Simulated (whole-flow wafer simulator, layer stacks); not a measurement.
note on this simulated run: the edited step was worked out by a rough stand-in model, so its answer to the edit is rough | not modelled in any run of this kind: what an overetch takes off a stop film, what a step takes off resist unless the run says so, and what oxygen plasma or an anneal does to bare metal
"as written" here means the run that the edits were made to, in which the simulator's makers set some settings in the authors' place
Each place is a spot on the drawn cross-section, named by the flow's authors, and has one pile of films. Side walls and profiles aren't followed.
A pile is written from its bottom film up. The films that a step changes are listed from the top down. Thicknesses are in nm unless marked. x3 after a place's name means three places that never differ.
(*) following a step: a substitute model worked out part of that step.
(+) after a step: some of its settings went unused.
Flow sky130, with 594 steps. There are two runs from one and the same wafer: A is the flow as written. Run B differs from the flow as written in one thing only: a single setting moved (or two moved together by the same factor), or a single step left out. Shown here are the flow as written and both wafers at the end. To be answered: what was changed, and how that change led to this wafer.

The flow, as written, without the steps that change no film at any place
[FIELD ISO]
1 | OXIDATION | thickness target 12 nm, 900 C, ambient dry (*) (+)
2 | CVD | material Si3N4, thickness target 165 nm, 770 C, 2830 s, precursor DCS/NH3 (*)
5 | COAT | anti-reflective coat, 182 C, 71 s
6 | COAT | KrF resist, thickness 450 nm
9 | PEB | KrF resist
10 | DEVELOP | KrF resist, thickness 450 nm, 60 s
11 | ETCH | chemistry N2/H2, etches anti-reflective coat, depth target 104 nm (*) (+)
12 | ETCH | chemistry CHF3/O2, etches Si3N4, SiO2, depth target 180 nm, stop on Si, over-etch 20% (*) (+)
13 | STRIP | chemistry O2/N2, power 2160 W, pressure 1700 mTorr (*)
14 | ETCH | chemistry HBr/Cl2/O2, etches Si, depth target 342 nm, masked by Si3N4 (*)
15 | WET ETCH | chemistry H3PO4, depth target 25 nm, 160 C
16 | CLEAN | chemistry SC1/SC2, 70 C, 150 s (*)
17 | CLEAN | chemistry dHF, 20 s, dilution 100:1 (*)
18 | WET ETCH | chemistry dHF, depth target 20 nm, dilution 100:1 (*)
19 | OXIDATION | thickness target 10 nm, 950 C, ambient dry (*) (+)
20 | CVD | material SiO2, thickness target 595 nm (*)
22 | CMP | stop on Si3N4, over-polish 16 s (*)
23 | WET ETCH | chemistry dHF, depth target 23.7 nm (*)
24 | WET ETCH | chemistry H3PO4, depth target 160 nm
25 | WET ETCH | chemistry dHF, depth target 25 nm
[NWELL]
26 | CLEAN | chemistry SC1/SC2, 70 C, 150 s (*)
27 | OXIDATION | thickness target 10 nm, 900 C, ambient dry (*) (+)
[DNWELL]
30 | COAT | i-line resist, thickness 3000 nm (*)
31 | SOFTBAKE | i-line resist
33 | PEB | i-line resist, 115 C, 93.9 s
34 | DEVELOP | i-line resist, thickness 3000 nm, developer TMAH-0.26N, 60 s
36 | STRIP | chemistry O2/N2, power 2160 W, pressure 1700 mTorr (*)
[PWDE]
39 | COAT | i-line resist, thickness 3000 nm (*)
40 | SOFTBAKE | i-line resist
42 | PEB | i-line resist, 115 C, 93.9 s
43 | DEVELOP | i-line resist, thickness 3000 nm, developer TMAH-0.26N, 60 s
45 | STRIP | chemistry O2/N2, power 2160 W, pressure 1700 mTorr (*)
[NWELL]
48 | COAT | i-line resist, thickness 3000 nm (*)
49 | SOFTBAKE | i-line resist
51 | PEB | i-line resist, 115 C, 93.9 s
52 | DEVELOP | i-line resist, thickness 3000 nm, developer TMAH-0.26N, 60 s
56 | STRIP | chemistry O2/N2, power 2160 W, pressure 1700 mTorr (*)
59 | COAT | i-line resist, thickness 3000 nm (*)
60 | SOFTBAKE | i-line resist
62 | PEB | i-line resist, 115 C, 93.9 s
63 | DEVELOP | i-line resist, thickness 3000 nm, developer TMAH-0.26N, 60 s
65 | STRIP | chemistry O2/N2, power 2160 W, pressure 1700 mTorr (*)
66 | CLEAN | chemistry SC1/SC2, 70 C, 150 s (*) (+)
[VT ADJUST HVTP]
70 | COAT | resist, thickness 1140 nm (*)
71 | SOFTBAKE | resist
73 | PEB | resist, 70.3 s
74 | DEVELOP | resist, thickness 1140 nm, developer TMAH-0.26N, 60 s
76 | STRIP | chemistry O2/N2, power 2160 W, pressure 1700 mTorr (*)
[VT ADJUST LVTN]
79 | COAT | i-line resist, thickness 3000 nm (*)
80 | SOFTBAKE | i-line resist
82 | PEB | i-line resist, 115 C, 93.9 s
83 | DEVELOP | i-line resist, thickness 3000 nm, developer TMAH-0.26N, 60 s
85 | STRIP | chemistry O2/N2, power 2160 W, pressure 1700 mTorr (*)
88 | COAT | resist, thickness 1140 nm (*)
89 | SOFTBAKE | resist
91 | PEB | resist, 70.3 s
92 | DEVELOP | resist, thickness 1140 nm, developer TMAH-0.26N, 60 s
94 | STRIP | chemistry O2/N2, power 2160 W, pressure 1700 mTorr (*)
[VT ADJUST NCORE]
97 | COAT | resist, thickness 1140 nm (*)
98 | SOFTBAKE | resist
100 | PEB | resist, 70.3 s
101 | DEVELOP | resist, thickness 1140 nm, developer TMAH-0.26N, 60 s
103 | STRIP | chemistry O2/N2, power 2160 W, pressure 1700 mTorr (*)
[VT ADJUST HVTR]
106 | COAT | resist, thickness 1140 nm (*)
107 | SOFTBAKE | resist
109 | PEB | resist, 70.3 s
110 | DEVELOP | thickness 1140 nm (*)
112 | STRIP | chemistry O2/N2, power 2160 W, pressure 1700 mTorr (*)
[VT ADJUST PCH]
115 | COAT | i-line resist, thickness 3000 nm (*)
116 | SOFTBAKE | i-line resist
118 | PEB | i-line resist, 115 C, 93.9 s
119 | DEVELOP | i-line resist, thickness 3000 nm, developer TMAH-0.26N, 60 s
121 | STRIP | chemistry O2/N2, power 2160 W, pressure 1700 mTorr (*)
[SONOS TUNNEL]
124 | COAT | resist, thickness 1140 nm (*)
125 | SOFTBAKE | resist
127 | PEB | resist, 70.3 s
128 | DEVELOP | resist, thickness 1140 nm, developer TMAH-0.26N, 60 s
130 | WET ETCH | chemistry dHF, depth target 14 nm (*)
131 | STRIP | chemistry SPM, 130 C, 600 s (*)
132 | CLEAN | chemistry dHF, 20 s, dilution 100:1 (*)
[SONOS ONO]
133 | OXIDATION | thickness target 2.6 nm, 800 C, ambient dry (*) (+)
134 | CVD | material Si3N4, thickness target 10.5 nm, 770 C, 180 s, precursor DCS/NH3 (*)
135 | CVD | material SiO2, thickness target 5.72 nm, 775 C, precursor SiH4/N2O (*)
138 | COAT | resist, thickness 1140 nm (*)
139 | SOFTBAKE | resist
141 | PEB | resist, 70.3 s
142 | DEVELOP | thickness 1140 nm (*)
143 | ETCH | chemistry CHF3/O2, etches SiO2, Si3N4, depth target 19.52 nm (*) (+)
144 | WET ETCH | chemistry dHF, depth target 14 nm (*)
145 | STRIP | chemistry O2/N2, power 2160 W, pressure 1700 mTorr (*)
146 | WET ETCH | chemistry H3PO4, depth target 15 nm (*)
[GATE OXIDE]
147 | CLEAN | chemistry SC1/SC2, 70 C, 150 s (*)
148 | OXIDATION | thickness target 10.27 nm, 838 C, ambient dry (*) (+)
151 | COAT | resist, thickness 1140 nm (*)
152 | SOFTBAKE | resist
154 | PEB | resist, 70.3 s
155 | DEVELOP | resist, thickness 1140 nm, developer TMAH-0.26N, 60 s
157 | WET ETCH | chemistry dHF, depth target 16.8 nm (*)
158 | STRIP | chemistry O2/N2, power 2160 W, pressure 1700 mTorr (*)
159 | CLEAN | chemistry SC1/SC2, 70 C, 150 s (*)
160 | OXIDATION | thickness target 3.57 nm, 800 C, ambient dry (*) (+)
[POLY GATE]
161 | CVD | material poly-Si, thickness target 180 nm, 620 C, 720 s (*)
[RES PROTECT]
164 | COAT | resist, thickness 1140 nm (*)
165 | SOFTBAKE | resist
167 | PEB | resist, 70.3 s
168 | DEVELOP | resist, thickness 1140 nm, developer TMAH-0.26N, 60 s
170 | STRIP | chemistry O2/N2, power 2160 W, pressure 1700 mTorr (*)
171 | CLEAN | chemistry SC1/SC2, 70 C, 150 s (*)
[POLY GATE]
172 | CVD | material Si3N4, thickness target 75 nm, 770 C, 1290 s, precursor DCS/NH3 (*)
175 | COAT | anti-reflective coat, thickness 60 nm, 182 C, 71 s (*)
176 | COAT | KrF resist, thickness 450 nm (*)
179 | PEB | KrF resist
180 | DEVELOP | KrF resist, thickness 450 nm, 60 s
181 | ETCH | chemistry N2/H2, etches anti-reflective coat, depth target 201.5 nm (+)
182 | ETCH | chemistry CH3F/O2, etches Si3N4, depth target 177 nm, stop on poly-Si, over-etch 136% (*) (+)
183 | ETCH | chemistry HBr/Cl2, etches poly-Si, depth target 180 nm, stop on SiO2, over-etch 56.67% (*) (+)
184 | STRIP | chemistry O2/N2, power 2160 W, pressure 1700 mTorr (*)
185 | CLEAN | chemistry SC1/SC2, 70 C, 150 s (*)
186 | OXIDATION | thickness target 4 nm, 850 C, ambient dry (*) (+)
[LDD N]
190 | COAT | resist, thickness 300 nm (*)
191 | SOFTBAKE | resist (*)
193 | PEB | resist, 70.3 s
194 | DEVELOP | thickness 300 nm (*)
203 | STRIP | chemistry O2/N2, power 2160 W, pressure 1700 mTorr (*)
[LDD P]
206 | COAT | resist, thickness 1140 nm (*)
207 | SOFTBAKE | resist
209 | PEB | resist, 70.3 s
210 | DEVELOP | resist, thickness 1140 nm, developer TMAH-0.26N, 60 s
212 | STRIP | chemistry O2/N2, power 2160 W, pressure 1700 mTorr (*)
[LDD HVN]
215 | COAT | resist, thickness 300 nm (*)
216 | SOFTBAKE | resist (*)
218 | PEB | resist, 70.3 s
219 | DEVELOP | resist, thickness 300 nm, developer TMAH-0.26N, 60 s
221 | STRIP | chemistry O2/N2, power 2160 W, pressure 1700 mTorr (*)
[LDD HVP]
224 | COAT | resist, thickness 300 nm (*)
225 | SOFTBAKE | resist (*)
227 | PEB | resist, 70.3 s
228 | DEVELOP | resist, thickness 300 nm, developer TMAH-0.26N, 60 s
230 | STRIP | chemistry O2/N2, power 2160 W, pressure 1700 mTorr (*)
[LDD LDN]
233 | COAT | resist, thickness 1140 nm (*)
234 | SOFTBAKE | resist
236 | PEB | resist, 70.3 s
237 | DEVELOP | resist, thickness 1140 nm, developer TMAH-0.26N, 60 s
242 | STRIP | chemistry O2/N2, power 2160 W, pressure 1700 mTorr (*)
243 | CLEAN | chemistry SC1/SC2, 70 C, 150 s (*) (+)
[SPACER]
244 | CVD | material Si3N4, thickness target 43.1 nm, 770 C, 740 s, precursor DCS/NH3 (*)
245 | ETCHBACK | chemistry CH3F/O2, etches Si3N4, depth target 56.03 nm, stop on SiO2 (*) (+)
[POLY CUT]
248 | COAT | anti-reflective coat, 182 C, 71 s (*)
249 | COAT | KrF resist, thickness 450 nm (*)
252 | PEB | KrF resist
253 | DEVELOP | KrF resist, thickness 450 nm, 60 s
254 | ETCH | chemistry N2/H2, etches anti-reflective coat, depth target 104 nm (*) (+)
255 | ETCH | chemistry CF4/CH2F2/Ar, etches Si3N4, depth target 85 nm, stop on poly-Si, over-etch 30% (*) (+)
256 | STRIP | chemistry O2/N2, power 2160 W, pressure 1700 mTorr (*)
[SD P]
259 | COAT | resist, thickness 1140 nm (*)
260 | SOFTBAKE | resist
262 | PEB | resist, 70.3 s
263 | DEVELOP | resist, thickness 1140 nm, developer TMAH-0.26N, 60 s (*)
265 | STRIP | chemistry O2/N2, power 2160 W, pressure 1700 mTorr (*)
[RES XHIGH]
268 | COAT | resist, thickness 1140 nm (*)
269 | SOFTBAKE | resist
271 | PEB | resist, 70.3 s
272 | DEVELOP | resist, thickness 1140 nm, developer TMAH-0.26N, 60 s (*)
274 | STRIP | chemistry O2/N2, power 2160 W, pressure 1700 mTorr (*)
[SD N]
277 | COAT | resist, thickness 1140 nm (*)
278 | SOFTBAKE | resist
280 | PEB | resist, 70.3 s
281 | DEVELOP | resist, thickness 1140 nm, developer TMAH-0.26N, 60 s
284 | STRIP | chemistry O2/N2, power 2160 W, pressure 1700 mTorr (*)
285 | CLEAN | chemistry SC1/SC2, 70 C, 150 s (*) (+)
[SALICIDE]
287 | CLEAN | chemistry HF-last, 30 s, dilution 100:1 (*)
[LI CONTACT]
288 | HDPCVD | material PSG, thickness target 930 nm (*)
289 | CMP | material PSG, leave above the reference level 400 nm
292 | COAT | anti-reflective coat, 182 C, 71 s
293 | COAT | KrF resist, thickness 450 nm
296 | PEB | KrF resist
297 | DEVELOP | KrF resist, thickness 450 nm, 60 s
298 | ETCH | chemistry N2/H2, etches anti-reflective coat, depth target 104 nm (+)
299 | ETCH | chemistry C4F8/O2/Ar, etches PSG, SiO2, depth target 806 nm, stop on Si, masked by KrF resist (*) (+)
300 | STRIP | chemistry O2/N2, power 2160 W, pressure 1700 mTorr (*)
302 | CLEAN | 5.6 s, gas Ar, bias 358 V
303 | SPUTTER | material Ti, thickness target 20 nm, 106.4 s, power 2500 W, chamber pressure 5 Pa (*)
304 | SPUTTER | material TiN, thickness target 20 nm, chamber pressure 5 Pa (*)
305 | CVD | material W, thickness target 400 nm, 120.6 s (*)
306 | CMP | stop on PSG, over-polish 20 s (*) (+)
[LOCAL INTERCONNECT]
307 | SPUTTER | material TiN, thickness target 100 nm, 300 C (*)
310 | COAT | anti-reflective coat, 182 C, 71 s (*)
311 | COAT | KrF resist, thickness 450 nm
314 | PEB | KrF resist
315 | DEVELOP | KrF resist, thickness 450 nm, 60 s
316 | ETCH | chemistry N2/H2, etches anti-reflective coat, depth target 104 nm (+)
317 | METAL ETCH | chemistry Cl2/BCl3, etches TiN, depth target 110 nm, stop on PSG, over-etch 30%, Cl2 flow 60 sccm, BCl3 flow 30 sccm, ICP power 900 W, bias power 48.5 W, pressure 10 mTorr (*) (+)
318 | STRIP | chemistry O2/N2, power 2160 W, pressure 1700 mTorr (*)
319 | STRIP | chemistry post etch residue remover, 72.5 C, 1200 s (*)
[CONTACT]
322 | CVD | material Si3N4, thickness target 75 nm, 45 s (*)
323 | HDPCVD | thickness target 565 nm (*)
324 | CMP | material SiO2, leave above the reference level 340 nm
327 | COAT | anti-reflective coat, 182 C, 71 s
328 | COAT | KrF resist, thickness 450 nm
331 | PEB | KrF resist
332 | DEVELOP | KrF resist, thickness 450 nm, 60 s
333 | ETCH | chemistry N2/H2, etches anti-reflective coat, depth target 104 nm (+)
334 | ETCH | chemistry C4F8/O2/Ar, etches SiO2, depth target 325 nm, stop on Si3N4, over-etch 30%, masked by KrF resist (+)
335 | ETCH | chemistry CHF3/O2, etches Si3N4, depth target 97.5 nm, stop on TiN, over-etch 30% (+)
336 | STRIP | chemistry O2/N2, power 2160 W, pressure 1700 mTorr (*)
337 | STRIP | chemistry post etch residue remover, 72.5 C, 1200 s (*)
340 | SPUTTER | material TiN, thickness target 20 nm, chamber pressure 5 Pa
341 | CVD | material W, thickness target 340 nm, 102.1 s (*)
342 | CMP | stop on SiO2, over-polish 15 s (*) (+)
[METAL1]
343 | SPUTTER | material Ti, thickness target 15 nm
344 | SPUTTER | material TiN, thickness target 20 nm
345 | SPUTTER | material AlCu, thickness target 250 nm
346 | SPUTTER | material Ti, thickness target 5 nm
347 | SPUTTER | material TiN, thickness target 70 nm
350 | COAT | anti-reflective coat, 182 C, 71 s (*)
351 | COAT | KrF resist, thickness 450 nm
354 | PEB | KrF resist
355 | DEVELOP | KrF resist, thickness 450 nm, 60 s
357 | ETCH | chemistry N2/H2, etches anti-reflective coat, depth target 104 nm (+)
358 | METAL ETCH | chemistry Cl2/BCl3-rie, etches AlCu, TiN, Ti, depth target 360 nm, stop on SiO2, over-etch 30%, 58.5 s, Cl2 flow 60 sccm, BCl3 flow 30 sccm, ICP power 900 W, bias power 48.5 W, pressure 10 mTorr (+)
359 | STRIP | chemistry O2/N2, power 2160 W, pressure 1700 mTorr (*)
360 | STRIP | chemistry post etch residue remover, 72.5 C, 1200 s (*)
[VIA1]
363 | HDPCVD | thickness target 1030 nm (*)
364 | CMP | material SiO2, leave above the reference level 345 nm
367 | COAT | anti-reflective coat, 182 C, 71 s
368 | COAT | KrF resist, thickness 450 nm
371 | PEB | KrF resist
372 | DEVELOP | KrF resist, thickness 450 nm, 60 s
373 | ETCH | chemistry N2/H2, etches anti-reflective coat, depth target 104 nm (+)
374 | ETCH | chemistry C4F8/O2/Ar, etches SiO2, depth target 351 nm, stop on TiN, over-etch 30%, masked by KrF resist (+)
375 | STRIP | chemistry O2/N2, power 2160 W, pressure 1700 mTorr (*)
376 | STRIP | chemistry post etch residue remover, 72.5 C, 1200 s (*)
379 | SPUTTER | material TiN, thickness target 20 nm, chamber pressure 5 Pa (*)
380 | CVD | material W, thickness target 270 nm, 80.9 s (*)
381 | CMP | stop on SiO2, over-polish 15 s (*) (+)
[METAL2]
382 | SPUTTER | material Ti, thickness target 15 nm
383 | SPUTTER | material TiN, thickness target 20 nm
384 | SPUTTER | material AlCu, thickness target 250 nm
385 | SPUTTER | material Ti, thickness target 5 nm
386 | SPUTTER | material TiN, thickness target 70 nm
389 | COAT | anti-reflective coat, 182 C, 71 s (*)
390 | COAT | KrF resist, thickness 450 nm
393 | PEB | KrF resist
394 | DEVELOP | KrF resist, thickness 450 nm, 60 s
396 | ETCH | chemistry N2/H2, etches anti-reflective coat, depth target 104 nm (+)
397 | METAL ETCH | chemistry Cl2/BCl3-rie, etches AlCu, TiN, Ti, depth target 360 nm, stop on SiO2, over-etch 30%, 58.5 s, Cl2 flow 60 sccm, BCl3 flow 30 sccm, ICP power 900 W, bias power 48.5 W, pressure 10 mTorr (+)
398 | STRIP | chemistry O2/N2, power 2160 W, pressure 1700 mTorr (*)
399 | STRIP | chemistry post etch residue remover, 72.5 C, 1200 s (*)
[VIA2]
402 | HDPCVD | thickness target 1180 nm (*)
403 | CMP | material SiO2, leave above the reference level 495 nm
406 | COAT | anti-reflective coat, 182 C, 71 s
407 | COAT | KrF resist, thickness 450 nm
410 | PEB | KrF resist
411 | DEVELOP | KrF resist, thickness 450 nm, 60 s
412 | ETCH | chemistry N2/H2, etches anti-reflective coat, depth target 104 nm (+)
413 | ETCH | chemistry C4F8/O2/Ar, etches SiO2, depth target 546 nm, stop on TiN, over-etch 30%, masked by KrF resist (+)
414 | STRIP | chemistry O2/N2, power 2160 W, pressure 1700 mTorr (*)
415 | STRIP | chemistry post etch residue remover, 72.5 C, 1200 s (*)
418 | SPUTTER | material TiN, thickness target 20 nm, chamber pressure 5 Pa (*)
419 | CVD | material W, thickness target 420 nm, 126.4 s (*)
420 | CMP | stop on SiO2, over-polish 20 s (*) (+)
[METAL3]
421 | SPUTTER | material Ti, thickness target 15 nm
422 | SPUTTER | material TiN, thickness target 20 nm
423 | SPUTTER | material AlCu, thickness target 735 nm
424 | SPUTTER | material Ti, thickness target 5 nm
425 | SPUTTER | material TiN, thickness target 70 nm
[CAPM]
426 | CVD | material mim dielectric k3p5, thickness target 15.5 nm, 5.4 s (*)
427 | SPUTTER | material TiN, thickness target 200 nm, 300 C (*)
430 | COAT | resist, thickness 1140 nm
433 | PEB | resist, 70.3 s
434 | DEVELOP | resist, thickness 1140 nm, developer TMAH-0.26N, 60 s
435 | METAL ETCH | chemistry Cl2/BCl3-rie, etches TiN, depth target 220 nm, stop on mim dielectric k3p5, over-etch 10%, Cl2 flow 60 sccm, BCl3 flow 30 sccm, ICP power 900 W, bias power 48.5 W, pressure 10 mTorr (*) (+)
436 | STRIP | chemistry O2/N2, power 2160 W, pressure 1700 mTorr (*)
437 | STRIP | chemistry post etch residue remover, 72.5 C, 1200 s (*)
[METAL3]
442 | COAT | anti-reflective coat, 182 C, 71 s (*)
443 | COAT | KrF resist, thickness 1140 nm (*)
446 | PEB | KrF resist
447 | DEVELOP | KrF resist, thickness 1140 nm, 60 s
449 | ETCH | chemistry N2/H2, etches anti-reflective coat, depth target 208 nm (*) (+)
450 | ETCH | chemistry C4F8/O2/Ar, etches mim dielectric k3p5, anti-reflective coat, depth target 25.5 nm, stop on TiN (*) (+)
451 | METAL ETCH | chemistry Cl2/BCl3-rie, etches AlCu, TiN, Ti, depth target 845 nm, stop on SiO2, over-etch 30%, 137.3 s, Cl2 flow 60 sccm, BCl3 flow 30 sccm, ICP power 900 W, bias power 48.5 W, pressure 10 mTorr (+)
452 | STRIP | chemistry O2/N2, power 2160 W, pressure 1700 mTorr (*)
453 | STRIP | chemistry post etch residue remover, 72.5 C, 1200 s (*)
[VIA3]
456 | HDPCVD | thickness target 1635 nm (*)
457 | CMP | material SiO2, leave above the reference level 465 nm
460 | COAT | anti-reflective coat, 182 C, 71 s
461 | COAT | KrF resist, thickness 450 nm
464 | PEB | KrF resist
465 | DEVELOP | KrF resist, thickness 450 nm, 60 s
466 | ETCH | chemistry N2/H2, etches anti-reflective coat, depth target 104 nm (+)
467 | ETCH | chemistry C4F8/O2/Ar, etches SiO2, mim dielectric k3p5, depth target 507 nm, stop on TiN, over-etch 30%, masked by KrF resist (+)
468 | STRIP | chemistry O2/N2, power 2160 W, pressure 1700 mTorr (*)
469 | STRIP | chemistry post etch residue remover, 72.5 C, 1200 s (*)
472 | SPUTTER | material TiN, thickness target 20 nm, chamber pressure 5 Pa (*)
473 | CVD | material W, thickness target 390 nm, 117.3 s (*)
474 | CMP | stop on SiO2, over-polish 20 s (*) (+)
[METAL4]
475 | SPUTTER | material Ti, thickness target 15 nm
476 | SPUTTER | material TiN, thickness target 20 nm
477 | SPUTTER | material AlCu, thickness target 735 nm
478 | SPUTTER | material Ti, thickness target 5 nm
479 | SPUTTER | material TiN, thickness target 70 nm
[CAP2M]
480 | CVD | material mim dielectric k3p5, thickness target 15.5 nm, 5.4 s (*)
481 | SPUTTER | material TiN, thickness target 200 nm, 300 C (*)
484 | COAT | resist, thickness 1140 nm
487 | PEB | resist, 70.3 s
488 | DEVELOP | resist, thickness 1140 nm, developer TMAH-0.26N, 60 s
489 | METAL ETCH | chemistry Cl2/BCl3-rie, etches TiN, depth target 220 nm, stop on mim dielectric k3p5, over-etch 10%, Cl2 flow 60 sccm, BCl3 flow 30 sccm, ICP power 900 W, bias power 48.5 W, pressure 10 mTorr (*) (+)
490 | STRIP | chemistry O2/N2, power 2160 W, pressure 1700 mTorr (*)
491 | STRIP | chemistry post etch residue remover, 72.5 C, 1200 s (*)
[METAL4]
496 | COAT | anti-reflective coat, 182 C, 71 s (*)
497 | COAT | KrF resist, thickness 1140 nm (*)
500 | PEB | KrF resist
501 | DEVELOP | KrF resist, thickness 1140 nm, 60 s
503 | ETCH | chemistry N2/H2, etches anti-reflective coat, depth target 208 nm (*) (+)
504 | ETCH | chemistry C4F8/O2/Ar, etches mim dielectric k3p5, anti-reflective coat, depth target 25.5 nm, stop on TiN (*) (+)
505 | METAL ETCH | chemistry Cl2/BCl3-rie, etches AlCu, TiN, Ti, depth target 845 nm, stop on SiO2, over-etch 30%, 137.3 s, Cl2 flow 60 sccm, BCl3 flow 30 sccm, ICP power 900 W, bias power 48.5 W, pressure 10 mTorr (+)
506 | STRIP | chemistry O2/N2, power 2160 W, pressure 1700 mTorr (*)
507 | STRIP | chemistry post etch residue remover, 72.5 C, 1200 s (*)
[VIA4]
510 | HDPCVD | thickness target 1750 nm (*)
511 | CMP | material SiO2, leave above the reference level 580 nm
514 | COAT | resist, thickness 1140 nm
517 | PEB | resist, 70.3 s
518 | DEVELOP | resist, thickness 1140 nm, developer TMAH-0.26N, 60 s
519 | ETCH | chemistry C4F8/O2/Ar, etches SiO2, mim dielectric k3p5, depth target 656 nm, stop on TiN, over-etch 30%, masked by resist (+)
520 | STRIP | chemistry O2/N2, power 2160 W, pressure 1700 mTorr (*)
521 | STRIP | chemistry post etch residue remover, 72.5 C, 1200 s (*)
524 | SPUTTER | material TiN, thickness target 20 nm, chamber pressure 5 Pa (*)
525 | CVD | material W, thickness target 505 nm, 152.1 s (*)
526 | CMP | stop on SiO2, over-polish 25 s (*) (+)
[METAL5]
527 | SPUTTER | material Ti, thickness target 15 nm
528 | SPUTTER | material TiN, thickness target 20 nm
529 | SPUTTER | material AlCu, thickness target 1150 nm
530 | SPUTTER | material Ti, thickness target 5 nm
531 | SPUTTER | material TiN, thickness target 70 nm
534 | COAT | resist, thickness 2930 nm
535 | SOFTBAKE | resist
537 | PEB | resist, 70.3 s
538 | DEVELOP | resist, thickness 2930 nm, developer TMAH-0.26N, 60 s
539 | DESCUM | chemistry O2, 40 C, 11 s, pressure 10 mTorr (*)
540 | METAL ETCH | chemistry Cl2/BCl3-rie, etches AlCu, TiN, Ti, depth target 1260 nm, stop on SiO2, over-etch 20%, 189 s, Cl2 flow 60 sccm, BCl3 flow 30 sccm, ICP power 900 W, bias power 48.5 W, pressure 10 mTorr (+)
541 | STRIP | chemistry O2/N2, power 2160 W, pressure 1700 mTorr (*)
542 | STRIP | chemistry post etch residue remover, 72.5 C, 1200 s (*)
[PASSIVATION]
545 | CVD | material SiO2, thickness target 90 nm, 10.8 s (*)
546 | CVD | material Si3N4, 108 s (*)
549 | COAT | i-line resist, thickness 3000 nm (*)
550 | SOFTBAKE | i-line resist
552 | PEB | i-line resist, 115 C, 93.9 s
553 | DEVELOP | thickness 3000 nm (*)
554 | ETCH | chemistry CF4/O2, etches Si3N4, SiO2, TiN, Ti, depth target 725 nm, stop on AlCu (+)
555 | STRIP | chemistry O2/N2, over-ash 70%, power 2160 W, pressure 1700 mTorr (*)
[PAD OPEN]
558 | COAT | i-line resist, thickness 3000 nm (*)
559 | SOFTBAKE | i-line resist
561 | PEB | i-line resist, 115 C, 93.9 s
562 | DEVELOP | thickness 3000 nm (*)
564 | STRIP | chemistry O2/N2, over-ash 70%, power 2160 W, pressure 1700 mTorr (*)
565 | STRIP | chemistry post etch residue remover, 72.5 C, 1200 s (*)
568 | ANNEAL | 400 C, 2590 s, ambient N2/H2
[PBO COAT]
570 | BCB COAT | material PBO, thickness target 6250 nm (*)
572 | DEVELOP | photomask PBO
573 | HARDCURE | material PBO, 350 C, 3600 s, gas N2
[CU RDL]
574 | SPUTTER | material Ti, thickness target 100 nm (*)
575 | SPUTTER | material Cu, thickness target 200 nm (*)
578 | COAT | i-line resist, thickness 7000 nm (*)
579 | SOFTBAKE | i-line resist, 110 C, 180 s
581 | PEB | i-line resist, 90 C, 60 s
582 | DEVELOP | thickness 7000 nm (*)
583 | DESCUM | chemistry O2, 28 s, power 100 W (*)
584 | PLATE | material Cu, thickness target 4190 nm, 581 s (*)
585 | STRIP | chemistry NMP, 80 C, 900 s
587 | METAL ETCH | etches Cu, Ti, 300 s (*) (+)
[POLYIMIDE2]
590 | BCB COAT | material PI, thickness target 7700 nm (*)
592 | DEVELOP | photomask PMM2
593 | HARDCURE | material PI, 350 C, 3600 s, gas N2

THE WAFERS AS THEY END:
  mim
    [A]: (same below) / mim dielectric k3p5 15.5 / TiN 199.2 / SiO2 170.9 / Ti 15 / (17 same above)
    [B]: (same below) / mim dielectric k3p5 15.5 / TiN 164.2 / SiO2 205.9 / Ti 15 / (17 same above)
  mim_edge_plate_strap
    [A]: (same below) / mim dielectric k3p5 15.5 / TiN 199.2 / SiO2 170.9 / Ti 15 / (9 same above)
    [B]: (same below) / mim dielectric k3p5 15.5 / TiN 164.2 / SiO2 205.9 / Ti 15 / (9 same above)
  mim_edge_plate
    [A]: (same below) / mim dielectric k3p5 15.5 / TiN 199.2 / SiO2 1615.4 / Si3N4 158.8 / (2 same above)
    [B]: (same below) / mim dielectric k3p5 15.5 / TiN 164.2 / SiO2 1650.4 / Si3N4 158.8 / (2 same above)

The reason: step 427, SPUTTER: thickness target 165 nm was run, though the flow has thickness target 200 nm.

The path from the change to this, step by step:
  427 | SPUTTER | material TiN, thickness target 200 nm, 300 C (*)
      field, active, n_well and 188 more: A TiN gains 200 (new film) | B TiN gains 165 (new film)
  435 | METAL ETCH | chemistry Cl2/BCl3-rie, etches TiN, depth target 220 nm, stop on mim dielectric k3p5, over-etch 10%, Cl2 flow 60 sccm, BCl3 flow 30 sccm, ICP power 900 W, bias power 48.5 W, pressure 10 mTorr (*) (+)
      field, active, n_well and 185 more: A TiN loses 200 (all of it) | B TiN loses 165 (all of it)
      mim, mim_edge_plate_strap, mim_edge_plate: A resist loses 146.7 | B resist loses 121
  436 | STRIP | chemistry O2/N2, power 2160 W, pressure 1700 mTorr (*)
      mim, mim_edge_plate_strap, mim_edge_plate: A resist loses 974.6 (all of it) | B resist loses 1000.3 (all of it)
  442 | COAT | anti-reflective coat, 182 C, 71 s (*)
      rpm_encl, rpm_encl_psd, rpm_encl_urpm: A anti-reflective coat gains 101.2 (new film) | B anti-reflective coat gains 104.2 (new film)
      poly_licon, rpo_hd_licon: A anti-reflective coat gains 57.6 (new film) | B anti-reflective coat gains 67.2 (new film)
      (also at 5 further places)
  443 | COAT | KrF resist, thickness 1140 nm (*)
      mim_edge_plate_strap, mim_edge_plate: A KrF resist gains 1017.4 (new film) | B KrF resist gains 1052.4 (new film)
      mim: A KrF resist gains 1025.5 (new film) | B KrF resist gains 1057.3 (new film)
  449 | ETCH | chemistry N2/H2, etches anti-reflective coat, depth target 208 nm (*) (+)
      rpm_encl, rpm_encl_psd, rpm_encl_urpm: A anti-reflective coat loses 101.2 (all of it) | B anti-reflective coat loses 104.2 (all of it)
      poly_licon, rpo_hd_licon: A anti-reflective coat loses 57.6 (all of it) | B anti-reflective coat loses 67.2 (all of it)
      (also at 3 further places)
  452 | STRIP | chemistry O2/N2, power 2160 W, pressure 1700 mTorr (*)
      mim_edge_plate_strap, mim_edge_plate: A KrF resist loses 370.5 (all of it), anti-reflective coat loses 3 (all of it) | B KrF resist loses 405.4 (all of it), anti-reflective coat loses 3 (all of it)
      mim: A KrF resist loses 378.7 (all of it), anti-reflective coat loses 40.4 (all of it) | B KrF resist loses 410.4 (all of it), anti-reflective coat loses 32.9 (all of it)
      (also at 1 further place)
  457 | CMP | material SiO2, leave above the reference level 465 nm
      mim, mim_edge_plate_strap, mim_edge_plate: A SiO2 loses 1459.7 | B SiO2 loses 1424.7
